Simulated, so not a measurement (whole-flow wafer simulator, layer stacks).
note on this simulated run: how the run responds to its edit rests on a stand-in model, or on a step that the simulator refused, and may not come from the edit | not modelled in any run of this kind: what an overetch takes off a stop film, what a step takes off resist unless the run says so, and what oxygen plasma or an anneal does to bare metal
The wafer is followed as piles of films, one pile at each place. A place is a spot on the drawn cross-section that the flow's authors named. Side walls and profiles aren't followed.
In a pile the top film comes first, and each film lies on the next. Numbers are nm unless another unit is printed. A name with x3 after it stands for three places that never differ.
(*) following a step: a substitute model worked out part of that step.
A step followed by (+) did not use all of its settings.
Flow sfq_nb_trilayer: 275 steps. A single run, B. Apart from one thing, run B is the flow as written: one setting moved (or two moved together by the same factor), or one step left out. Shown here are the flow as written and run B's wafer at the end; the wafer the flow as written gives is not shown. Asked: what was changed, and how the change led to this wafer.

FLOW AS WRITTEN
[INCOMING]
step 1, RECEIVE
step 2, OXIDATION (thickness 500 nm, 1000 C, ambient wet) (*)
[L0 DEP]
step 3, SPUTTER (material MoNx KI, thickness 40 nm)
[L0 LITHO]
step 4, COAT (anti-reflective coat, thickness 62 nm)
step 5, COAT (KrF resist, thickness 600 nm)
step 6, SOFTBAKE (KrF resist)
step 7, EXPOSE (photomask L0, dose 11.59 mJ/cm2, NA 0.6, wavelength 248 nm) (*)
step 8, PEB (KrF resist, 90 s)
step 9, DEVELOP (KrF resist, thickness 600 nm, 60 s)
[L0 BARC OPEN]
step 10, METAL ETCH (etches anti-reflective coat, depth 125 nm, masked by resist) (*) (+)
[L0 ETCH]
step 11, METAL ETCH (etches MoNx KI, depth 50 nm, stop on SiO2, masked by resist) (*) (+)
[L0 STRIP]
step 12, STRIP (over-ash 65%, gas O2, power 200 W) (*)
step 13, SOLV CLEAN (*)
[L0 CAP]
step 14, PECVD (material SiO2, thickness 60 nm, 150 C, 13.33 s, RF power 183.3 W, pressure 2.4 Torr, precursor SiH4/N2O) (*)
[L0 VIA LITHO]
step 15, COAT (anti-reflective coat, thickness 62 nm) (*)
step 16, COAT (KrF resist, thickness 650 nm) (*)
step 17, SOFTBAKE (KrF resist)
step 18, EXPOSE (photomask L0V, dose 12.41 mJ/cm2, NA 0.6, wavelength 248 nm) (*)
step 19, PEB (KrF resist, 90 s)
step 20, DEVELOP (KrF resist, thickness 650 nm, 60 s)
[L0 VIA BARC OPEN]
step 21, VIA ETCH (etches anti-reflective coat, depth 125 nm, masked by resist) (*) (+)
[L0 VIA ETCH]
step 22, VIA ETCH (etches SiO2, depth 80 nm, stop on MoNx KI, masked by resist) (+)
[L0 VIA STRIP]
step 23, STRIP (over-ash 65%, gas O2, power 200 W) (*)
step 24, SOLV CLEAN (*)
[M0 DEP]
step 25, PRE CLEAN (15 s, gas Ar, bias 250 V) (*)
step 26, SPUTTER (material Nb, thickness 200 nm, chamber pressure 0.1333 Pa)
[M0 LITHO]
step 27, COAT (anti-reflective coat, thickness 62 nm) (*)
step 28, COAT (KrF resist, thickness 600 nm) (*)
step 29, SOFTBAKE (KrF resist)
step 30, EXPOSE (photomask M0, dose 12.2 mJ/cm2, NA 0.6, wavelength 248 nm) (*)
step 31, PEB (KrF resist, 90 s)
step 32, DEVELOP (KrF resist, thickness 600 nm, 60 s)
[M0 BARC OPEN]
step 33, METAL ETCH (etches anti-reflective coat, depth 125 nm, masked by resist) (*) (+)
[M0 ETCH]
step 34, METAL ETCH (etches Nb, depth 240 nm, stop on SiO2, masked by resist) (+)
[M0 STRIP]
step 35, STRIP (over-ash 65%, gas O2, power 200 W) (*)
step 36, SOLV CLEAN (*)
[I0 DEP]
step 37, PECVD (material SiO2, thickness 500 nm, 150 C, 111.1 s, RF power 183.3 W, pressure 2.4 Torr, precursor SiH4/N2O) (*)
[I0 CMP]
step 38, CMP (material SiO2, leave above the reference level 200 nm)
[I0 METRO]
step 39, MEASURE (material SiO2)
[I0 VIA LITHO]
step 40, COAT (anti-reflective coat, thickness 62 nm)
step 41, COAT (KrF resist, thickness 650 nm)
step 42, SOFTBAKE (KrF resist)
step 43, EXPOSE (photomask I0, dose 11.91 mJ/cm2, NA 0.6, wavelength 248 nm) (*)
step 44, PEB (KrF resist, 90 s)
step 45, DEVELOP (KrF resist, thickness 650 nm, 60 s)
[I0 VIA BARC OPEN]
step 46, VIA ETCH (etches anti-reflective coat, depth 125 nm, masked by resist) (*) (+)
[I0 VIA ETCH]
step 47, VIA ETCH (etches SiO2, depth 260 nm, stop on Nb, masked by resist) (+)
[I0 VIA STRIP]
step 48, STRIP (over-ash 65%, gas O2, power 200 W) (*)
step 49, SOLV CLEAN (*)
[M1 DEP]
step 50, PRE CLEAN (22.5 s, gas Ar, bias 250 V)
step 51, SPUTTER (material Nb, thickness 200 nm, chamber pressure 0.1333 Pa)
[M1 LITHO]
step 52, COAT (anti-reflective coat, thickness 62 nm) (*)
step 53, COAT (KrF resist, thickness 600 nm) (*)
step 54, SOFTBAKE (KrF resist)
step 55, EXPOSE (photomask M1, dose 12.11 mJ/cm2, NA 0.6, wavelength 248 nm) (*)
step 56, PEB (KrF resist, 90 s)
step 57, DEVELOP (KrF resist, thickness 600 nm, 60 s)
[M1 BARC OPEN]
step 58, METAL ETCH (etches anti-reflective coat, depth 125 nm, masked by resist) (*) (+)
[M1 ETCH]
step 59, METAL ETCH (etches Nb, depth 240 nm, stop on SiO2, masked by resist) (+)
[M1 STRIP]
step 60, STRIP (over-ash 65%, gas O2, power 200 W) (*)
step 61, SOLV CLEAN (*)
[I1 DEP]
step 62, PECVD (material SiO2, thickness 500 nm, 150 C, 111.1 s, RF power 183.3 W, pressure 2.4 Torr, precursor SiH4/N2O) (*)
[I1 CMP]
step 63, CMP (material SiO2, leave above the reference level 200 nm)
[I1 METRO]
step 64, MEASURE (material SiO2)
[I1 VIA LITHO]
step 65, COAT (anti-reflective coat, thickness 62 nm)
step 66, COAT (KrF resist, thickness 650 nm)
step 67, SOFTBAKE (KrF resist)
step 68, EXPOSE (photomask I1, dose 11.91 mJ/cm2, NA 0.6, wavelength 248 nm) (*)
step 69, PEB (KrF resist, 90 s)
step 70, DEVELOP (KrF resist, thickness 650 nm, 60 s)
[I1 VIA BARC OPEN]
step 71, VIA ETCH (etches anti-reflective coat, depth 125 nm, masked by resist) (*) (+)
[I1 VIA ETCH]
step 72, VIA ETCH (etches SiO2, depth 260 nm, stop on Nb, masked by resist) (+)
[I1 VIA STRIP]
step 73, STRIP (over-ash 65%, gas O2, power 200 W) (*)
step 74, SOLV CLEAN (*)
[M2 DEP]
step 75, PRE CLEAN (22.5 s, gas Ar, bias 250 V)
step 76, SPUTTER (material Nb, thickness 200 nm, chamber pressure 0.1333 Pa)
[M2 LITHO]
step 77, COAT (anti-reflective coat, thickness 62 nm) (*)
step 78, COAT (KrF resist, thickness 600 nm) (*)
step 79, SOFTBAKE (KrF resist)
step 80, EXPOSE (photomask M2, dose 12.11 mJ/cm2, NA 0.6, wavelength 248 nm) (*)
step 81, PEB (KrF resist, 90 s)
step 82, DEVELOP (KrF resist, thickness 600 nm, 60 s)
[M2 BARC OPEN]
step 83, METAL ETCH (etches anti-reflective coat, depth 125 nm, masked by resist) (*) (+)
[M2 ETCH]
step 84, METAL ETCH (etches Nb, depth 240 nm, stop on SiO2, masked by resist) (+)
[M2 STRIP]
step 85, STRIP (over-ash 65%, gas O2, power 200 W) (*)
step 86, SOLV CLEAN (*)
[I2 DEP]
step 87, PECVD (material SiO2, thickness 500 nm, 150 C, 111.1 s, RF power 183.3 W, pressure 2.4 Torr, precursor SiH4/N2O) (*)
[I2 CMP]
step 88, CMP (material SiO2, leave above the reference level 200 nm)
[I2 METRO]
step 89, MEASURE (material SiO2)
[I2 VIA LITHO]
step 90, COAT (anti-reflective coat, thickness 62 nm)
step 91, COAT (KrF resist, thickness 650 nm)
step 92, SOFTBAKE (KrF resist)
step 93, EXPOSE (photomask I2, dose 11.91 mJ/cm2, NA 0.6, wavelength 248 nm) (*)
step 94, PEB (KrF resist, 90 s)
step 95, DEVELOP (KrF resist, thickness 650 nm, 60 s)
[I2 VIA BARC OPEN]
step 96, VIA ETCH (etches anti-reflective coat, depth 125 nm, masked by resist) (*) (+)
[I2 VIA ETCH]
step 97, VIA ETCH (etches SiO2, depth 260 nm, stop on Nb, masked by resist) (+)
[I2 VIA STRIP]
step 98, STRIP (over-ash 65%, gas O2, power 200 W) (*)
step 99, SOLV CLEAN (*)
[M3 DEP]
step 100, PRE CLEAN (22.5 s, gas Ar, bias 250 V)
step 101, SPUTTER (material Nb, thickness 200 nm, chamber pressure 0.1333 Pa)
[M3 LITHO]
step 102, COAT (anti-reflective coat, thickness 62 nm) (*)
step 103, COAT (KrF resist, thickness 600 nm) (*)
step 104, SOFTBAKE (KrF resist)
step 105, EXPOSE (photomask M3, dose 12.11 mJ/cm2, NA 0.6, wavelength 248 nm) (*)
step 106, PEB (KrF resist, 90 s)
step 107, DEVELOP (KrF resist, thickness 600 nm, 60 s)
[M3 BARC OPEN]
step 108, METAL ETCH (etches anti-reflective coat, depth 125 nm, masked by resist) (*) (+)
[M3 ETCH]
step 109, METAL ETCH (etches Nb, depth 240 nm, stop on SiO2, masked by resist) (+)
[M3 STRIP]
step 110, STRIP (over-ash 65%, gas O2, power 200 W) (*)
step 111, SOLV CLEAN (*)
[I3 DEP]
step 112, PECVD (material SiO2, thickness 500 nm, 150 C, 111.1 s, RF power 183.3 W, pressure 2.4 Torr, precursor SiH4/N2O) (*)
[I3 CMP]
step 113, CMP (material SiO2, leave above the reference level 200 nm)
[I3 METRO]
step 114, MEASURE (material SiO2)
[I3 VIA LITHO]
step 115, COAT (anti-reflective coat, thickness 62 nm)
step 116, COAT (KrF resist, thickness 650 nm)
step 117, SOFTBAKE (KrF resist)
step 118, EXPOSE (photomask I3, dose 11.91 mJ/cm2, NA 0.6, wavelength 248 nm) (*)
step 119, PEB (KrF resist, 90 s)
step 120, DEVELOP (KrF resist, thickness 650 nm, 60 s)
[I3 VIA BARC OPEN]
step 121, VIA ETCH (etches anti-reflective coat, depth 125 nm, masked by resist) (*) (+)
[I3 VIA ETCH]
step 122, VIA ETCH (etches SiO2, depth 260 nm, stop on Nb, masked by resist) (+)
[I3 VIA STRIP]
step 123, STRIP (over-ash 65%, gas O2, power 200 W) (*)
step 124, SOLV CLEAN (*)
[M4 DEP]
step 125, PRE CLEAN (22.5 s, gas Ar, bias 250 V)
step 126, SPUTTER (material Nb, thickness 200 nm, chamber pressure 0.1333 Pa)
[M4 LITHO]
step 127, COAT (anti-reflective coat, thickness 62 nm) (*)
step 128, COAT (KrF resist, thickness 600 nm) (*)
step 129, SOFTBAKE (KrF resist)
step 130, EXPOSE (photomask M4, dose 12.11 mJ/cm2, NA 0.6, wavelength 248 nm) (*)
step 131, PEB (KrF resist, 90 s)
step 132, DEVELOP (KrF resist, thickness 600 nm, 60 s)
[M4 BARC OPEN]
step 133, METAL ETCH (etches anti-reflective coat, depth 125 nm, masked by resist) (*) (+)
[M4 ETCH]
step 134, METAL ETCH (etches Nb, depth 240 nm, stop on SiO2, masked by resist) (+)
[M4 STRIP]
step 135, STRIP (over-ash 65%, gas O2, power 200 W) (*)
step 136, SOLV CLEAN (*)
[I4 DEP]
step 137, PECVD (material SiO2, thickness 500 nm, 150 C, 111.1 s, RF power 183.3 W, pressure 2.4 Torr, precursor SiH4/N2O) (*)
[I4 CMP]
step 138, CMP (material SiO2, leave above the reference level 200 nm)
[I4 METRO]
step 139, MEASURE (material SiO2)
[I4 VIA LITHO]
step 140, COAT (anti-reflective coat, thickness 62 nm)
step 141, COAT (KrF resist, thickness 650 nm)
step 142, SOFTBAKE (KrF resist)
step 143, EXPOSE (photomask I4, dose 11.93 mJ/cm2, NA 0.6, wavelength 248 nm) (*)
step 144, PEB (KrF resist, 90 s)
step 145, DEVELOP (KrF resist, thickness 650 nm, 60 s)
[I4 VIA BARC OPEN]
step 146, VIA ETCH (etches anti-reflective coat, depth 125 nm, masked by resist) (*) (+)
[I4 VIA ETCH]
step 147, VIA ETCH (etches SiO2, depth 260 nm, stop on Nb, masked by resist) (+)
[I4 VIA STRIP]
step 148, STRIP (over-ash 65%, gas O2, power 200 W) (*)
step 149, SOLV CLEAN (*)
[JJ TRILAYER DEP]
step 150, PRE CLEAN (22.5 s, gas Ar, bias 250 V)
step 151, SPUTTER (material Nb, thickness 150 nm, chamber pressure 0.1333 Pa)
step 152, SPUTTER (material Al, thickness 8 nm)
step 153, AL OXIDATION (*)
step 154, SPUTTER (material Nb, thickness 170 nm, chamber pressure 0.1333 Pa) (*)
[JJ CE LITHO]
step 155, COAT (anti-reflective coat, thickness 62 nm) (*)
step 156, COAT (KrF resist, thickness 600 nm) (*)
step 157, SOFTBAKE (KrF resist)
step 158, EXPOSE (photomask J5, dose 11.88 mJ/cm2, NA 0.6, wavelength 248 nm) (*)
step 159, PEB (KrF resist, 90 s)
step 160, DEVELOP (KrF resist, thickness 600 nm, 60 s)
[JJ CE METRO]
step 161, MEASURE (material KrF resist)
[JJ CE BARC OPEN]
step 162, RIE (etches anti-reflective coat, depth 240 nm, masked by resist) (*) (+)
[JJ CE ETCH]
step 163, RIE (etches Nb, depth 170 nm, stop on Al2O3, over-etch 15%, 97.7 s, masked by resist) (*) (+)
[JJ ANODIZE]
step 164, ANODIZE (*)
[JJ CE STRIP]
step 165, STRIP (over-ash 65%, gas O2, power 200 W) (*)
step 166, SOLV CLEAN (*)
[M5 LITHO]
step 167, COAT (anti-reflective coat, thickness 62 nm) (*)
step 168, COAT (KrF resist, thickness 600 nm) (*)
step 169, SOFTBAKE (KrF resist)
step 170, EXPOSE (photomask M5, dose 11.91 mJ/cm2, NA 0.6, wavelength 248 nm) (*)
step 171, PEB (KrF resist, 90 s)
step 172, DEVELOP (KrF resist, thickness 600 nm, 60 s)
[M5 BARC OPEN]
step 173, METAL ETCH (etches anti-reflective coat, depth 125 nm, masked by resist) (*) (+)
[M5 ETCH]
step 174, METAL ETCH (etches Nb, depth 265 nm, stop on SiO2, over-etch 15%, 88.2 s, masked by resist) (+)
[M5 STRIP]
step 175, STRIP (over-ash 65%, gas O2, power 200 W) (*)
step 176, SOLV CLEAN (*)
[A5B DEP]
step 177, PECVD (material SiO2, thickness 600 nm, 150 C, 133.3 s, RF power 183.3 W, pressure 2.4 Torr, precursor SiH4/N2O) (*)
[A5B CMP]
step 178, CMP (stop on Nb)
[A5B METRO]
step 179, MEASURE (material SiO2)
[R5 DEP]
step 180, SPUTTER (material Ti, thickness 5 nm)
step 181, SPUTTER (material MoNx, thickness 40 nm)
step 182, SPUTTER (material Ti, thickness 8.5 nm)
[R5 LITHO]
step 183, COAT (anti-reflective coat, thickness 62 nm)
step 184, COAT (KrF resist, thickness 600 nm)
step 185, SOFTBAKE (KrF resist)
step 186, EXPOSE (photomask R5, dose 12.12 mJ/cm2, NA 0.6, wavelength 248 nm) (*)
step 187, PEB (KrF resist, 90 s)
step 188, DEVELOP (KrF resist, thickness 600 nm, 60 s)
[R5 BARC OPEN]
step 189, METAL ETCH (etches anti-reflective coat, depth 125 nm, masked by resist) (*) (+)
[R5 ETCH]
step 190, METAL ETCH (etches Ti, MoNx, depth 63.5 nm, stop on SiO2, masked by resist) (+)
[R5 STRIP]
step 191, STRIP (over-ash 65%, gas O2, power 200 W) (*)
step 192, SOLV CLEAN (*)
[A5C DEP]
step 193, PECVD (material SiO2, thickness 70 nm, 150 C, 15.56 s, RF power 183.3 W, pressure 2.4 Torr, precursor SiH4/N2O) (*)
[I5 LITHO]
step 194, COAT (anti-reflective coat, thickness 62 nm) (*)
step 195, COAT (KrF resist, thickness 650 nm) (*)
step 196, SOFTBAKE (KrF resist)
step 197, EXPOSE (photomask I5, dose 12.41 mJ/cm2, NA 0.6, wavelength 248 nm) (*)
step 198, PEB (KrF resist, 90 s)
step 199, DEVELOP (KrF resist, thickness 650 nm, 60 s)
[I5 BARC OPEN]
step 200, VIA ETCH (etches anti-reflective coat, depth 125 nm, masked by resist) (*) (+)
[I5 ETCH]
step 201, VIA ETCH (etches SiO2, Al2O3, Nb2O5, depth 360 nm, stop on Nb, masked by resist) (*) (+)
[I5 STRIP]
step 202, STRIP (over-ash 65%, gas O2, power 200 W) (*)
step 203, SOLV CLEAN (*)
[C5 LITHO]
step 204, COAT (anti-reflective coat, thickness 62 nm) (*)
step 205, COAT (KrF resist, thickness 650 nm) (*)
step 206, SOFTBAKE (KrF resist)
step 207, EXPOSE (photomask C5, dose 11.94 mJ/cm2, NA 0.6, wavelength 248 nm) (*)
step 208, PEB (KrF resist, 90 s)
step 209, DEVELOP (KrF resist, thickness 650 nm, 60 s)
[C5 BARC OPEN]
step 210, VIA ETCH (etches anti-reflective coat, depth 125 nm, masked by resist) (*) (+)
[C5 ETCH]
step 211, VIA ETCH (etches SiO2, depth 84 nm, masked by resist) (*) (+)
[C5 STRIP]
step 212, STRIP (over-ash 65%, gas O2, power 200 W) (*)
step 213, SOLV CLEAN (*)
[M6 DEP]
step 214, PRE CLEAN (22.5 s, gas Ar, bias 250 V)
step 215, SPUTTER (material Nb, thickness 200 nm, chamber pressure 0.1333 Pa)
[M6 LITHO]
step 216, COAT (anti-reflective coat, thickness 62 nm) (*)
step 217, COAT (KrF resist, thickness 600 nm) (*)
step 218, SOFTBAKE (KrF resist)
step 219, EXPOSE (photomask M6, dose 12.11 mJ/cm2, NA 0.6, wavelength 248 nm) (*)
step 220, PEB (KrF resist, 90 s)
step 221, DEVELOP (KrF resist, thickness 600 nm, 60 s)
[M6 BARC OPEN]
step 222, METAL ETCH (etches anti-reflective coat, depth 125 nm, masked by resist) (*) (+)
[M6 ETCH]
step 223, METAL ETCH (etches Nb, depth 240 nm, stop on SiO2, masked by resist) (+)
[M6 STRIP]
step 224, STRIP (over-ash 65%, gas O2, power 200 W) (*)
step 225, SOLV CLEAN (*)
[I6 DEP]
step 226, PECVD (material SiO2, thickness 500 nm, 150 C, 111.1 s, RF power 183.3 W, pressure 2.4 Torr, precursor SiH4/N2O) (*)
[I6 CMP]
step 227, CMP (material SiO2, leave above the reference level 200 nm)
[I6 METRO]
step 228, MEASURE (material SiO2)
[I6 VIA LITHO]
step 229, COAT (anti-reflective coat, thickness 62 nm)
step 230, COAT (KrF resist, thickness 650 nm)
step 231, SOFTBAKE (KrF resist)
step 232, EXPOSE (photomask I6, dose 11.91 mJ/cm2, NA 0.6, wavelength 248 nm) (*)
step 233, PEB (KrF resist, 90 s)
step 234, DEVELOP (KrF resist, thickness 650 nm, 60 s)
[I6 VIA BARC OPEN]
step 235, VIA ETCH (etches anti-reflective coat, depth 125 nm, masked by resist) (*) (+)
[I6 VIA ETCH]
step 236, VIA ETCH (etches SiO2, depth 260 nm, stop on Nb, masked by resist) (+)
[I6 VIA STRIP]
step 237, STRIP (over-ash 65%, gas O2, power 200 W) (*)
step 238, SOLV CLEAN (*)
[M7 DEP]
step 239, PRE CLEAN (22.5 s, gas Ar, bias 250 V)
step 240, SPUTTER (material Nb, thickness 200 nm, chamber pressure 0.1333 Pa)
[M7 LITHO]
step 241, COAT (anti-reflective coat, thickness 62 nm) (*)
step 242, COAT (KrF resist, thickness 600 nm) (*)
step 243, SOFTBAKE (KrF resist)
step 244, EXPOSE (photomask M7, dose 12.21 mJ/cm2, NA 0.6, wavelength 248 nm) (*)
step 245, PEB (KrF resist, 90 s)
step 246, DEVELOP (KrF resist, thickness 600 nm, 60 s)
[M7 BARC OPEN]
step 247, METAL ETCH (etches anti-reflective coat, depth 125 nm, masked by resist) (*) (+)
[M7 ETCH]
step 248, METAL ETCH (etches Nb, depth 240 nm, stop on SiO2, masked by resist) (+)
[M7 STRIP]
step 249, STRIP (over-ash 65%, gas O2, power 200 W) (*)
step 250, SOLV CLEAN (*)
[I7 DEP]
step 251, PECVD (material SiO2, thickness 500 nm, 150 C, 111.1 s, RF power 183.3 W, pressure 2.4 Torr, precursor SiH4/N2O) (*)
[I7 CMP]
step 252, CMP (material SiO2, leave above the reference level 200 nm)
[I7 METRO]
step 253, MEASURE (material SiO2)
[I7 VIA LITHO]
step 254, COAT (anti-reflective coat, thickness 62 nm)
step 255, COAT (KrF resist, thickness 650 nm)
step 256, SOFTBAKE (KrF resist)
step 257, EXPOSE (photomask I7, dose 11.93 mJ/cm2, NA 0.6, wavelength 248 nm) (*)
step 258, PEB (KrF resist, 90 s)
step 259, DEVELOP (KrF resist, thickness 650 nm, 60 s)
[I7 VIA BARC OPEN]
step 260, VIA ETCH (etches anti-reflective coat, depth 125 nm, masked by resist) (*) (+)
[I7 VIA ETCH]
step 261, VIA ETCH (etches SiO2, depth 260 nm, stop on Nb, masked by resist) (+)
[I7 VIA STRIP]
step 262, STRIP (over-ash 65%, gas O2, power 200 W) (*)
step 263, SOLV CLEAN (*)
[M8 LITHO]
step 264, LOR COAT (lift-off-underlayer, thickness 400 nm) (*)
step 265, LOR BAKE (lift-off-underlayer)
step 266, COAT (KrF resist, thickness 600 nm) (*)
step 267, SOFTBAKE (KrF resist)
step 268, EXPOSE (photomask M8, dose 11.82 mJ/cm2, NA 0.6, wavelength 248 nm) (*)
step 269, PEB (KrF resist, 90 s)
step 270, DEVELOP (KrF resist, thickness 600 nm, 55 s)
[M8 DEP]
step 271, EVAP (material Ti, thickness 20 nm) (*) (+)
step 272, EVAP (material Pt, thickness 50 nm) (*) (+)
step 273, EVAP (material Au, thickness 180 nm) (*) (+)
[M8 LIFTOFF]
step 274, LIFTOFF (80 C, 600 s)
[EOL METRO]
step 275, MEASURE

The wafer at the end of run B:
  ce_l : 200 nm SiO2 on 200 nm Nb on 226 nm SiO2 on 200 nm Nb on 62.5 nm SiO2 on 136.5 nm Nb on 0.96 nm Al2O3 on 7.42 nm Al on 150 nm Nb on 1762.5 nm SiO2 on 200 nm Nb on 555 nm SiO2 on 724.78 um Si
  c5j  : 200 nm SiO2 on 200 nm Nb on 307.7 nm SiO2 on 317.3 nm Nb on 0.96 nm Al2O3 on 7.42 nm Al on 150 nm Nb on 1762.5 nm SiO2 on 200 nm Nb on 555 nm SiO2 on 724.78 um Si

Cause: step 190, METAL ETCH: depth 87 nm was run, while the flow as written has depth 63.5 nm.

The path from the change to this, step by step:
  step 190, METAL ETCH (etches Ti, MoNx, depth 63.5 nm, stop on SiO2, masked by resist) (+)
      be_r, r_sur, res, r_end, r5r_line_l, r5r_line_c, r5r_line_r: KrF resist loses 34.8 (as written it would have been: KrF resist loses 25.4)
      ce_l, c5j, ce_r, wl_jj: Ti loses 8.5 (all of it), MoNx loses 40 (all of it), Ti loses 5 (all of it), Nb loses 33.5 (as written it would have been: Ti loses 8.5 (all of it), MoNx loses 40 (all of it), Ti loses 5 (all of it), Nb loses 10)
  step 194, COAT (anti-reflective coat, thickness 62 nm) (*)
      wl_j_sl, wl_j_sr: anti-reflective coat gains 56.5 (new film) (as written it would have been: anti-reflective coat gains 60.2 (new film))
      jj_sur: anti-reflective coat gains 57 (new film) (as written it would have been: anti-reflective coat gains 60.8 (new film))
      (and at 5 other places as well)
  step 202, STRIP (over-ash 65%, gas O2, power 200 W) (*)
      wl_j_sl, wl_j_sr: KrF resist loses 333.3 (all of it), anti-reflective coat loses 56.5 (all of it) (as written it would have been: KrF resist loses 333.3 (all of it), anti-reflective coat loses 60.2 (all of it))
      jj_sur: KrF resist loses 337.5 (all of it), anti-reflective coat loses 57 (all of it) (as written it would have been: KrF resist loses 337.2 (all of it), anti-reflective coat loses 60.8 (all of it))
      (and at 5 other places as well)
  step 204, COAT (anti-reflective coat, thickness 62 nm) (*)
      wl_j_sl, wl_j_sr: anti-reflective coat gains 56.5 (new film) (as written it would have been: anti-reflective coat gains 60.2 (new film))
      jj_sur: anti-reflective coat gains 55.8 (new film) (as written it would have been: anti-reflective coat gains 59.5 (new film))
      (and at 5 other places as well)
  step 210, VIA ETCH (etches anti-reflective coat, depth 125 nm, masked by resist) (*) (+)
      c5j: anti-reflective coat loses 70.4 (all of it), SiO2 loses 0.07 (as written it would have been: anti-reflective coat loses 63.9 (all of it), SiO2 loses 0.11)
  step 212, STRIP (over-ash 65%, gas O2, power 200 W) (*)
      wl_j_sl, wl_j_sr: KrF resist loses 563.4 (all of it), anti-reflective coat loses 56.5 (all of it) (as written it would have been: KrF resist loses 563.4 (all of it), anti-reflective coat loses 60.2 (all of it))
      jj_sur: KrF resist loses 562.2 (all of it), anti-reflective coat loses 55.8 (all of it) (as written it would have been: KrF resist loses 562 (all of it), anti-reflective coat loses 59.5 (all of it))
      (and at 4 other places as well)
  step 216, COAT (anti-reflective coat, thickness 62 nm) (*)
      wl_j_sl, wl_j_sr: anti-reflective coat gains 56.6 (new film) (as written it would have been: anti-reflective coat gains 60.2 (new film))
      jj_sur: anti-reflective coat gains 52.2 (new film) (as written it would have been: anti-reflective coat gains 56.1 (new film))
      (and at 5 other places as well)
  step 224, STRIP (over-ash 65%, gas O2, power 200 W) (*)
      wl_j_sl, wl_j_sr: KrF resist loses 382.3 (all of it), anti-reflective coat loses 56.6 (all of it) (as written it would have been: KrF resist loses 382.5 (all of it), anti-reflective coat loses 60.2 (all of it))
      jj_sur: KrF resist loses 378.5 (all of it), anti-reflective coat loses 52.2 (all of it) (as written it would have been: KrF resist loses 378.5 (all of it), anti-reflective coat loses 56.1 (all of it))
      (and at 5 other places as well)
  step 227, CMP (material SiO2, leave above the reference level 200 nm)
      ce_l, ce_r, wl_jj: SiO2 loses 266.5 (as written it would have been: SiO2 loses 290)
      c5j: SiO2 loses 199.5 (as written it would have been: SiO2 loses 223)
